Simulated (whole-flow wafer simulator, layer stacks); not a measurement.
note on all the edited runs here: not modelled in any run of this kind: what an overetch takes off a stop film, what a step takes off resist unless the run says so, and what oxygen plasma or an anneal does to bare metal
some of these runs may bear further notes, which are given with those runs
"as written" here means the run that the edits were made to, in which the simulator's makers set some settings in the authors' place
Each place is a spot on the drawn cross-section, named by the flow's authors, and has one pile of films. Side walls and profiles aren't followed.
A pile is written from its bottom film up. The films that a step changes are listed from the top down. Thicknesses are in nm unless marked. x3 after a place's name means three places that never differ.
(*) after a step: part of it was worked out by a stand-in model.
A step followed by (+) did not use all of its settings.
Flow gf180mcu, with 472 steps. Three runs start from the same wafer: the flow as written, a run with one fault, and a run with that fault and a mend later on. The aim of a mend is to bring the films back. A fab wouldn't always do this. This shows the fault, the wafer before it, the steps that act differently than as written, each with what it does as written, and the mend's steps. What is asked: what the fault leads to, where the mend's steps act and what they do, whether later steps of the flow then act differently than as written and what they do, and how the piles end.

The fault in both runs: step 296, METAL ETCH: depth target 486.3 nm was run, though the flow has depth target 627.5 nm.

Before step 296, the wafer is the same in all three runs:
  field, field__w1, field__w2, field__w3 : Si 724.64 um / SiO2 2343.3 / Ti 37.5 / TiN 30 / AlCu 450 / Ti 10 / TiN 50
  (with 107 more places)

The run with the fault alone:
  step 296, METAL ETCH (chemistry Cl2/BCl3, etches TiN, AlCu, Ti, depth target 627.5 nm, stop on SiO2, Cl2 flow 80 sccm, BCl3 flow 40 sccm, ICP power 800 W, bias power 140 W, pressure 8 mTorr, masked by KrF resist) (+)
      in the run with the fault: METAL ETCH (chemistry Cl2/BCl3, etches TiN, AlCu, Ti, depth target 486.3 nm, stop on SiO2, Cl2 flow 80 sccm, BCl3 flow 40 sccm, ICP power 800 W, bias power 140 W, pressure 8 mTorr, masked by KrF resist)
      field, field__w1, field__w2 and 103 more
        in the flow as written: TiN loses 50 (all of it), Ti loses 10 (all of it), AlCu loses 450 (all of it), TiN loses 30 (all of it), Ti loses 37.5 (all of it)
        in the run with the fault: TiN loses 50 (all of it), Ti loses 10 (all of it), AlCu loses 426.3
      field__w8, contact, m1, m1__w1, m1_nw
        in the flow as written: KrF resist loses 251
        in the run with the fault: KrF resist loses 194.5
  Steps further on in the flow that do not act as written:
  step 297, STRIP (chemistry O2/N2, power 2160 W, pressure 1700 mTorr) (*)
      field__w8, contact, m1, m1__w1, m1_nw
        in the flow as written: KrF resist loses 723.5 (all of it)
        in the run with the fault: KrF resist loses 780 (all of it)
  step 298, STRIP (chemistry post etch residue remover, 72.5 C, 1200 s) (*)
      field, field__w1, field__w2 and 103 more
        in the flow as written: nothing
        in the run with the fault: AlCu loses 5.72
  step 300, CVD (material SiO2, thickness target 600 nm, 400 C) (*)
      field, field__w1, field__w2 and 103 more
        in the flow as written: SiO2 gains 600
        in the run with the fault: SiO2 gains 600 (new film)
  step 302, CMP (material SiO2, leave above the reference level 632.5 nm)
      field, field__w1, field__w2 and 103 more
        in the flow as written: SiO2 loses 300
        in the run with the fault: SiO2 loses 385.5
  At field, field__w1, field__w2 and 104 more, the piles at the end differ from the flow's by more than 2% or 0.5 nm, whichever is larger.
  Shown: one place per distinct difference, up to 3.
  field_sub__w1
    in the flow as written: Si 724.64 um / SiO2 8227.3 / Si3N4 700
    in the run with the fault: Si 724.64 um / SiO2 2343.2 / Ti 37.5 / TiN 30 / AlCu 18 / SiO2 5798.5 / Si3N4 700
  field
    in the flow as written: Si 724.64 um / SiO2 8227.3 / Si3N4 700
    in the run with the fault: Si 724.64 um / SiO2 2343.3 / Ti 37.5 / TiN 30 / AlCu 18 / SiO2 5798.5 / Si3N4 700
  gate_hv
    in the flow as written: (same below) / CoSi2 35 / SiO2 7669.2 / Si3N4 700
    in the run with the fault: (same below) / CoSi2 35 / SiO2 1785.1 / Ti 37.5 / TiN 30 / AlCu 18 / SiO2 5798.5 / Si3N4 700

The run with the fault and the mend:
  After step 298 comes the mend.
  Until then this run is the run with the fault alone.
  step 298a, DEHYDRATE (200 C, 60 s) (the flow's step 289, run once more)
      leaves every film unchanged at each place that is followed
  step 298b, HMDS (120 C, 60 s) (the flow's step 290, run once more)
      leaves every film unchanged at each place that is followed
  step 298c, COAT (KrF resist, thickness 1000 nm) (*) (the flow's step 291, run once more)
      iso_ptap_pw, iso_ntap_nw, iso_nw_fld and 33 more
        KrF resist gains 1000 (new film)
      field_sub, field_sub__w1, field_sub__w2 and 12 more
        KrF resist gains 1002.8 (new film)
      field__w11, field__w13, p_well and 7 more
        KrF resist gains 1003.2 (new film)
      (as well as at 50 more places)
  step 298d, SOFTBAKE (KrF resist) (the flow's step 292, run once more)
      leaves every film unchanged at each place that is followed
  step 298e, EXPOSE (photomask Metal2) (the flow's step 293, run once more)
      leaves every film unchanged at each place that is followed
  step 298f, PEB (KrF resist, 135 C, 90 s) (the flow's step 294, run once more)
      field__w1, field__w2, field__w3 and 56 more
        KrF resist loses 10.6
      iso_ptap_pw, iso_ntap_nw, iso_nw_fld and 33 more
        KrF resist loses 10.5
      gate_hv, sd_p, polyc_n, polyc_n_rim
        KrF resist loses 10.7
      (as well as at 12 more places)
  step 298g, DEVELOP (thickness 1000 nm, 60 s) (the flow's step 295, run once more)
      iso_ptap_pw, iso_ntap_nw, iso_nw_fld and 33 more
        KrF resist loses 989.5 (all of it)
      field_sub__w4, ld_sd_p, ld_gate_p and 8 more
        KrF resist loses 992.3 (all of it)
      p_well, sti, spacer and 7 more
        KrF resist loses 992.6 (all of it)
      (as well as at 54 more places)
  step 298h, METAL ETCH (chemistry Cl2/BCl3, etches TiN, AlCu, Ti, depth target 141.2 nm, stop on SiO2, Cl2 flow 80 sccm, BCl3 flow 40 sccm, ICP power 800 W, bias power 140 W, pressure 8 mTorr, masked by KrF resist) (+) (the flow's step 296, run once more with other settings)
      field, field__w1, field__w2 and 103 more
        AlCu loses 18 (all of it), TiN loses 30 (all of it), Ti loses 37.5 (all of it)
      field__w8, contact, m1, m1__w1, m1_nw
        KrF resist loses 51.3
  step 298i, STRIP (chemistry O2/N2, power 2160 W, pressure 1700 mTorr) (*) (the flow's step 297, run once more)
      field__w8
        KrF resist loses 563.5 (all of it)
      contact
        KrF resist loses 561.4 (all of it)
      m1
        KrF resist loses 564.4 (all of it)
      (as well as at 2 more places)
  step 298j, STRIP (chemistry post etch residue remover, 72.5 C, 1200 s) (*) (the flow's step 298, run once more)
      field__w8, contact, m1, m1__w1, m1_nw
        TiN loses 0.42
  Later steps of the flow that are run all act as written at every place that is followed, up to a difference of at most 2% or 0.5 nm, whichever is larger.
  At the end the piles are close to the flow's at the places that both follow, differing by at most 2% or 0.5 nm, whichever is larger.
